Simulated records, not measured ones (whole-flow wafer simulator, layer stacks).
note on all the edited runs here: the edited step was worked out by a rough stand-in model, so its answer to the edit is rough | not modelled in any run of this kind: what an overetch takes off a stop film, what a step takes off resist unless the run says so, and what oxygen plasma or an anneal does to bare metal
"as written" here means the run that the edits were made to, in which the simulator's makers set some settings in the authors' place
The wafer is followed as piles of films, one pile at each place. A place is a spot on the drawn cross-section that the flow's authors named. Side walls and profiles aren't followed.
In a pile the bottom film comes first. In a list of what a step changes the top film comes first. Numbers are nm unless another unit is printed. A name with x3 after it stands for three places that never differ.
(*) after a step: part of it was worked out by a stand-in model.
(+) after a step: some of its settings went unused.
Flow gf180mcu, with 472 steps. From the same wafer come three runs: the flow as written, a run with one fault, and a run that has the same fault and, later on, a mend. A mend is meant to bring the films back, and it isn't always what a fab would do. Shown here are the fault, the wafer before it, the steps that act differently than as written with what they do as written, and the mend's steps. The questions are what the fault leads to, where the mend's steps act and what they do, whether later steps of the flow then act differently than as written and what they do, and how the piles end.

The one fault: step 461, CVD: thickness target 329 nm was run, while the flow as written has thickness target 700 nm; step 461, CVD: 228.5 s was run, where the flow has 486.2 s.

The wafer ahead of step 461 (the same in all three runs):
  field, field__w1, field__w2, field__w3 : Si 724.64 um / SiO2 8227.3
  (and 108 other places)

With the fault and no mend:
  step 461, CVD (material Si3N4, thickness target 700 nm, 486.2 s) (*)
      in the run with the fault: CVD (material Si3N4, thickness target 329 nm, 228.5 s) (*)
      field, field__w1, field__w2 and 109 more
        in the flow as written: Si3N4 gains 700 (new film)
        in the run with the fault: Si3N4 gains 329.1 (new film)
  Later steps of the flow acting differently than as written (4 more steps, not shown, differ only slightly: by at most 2% or 0.5 nm, whichever is larger):
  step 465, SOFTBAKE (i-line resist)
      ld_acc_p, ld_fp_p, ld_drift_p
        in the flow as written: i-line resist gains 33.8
        in the run with the fault: i-line resist gains 31.8
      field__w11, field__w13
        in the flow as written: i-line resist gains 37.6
        in the run with the fault: i-line resist gains 35.7
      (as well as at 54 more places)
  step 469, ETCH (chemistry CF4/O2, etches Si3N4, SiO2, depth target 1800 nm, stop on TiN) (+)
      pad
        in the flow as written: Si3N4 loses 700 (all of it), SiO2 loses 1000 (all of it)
        in the run with the fault: Si3N4 loses 329.1 (all of it), SiO2 loses 1000 (all of it)
  The piles end different from the flow's at field, field__w1, field__w2 and 108 more by more than 2% or 0.5 nm, whichever is larger.
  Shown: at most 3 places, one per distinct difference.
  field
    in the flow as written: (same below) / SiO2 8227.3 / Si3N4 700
    in the run with the fault: (same below) / SiO2 8227.3 / Si3N4 329.1
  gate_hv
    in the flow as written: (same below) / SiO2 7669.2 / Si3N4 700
    in the run with the fault: (same below) / SiO2 7669.2 / Si3N4 329.1
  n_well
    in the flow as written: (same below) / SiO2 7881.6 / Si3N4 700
    in the run with the fault: (same below) / SiO2 7881.6 / Si3N4 329.1

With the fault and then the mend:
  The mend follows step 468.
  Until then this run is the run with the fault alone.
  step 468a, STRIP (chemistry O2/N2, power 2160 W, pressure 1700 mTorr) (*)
      iso_ptap_pw, iso_ntap_nw, iso_nw_fld and 33 more
        i-line resist loses 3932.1 (all of it)
      p_well, sti, spacer, sd_n, mim_1p0, dice_street
        i-line resist loses 3938 (all of it)
      field__w2, field__w3, field__w6
        i-line resist loses 3983.8 (all of it)
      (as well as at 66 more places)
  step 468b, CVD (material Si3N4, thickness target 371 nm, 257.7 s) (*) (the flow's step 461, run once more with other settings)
      field, field__w1, field__w2 and 109 more
        Si3N4 gains 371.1
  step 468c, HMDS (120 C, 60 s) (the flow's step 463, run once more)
      alters no film at any place that is followed
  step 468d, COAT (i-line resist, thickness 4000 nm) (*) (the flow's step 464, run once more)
      iso_ptap_pw, iso_ntap_nw, iso_nw_fld and 33 more
        i-line resist gains 4000 (new film)
      field__w9, field__w13, sd_p_hv, gate_p_hv, nplus_u, npoly_u
        i-line resist gains 4017 (new film)
      p_well, sti, spacer, sd_n, mim_1p0, dice_street
        i-line resist gains 4006.3 (new film)
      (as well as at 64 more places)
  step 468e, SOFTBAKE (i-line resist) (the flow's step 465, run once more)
      ld_acc_p, ld_fp_p, ld_drift_p
        i-line resist gains 33.8
      field__w2, field_sub__w4
        i-line resist gains 33.4
      field__w11, field__w13
        i-line resist gains 37.6
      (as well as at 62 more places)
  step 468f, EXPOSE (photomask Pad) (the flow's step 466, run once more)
      alters no film at any place that is followed
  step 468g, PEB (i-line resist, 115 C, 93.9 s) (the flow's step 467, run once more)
      iso_ptap_pw, iso_ntap_nw, iso_nw_fld and 33 more
        i-line resist loses 67.9
      field, field__w2, field__w3 and 25 more
        i-line resist loses 68.8
      field_sub, field_sub__w1, field_sub__w2 and 23 more
        i-line resist loses 68.7
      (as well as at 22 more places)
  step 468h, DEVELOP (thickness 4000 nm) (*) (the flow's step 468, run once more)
      field__w5, field__w7, field__w13 and 13 more
        i-line resist loses 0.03
      pad
        i-line resist loses 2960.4 (all of it)
  Later steps of the flow that are run all act as written at every place that is followed, up to a difference of at most 2% or 0.5 nm, whichever is larger.
  The piles end only slightly different from the flow's at the places that both follow, by no more than 2% or 0.5 nm, whichever is larger.
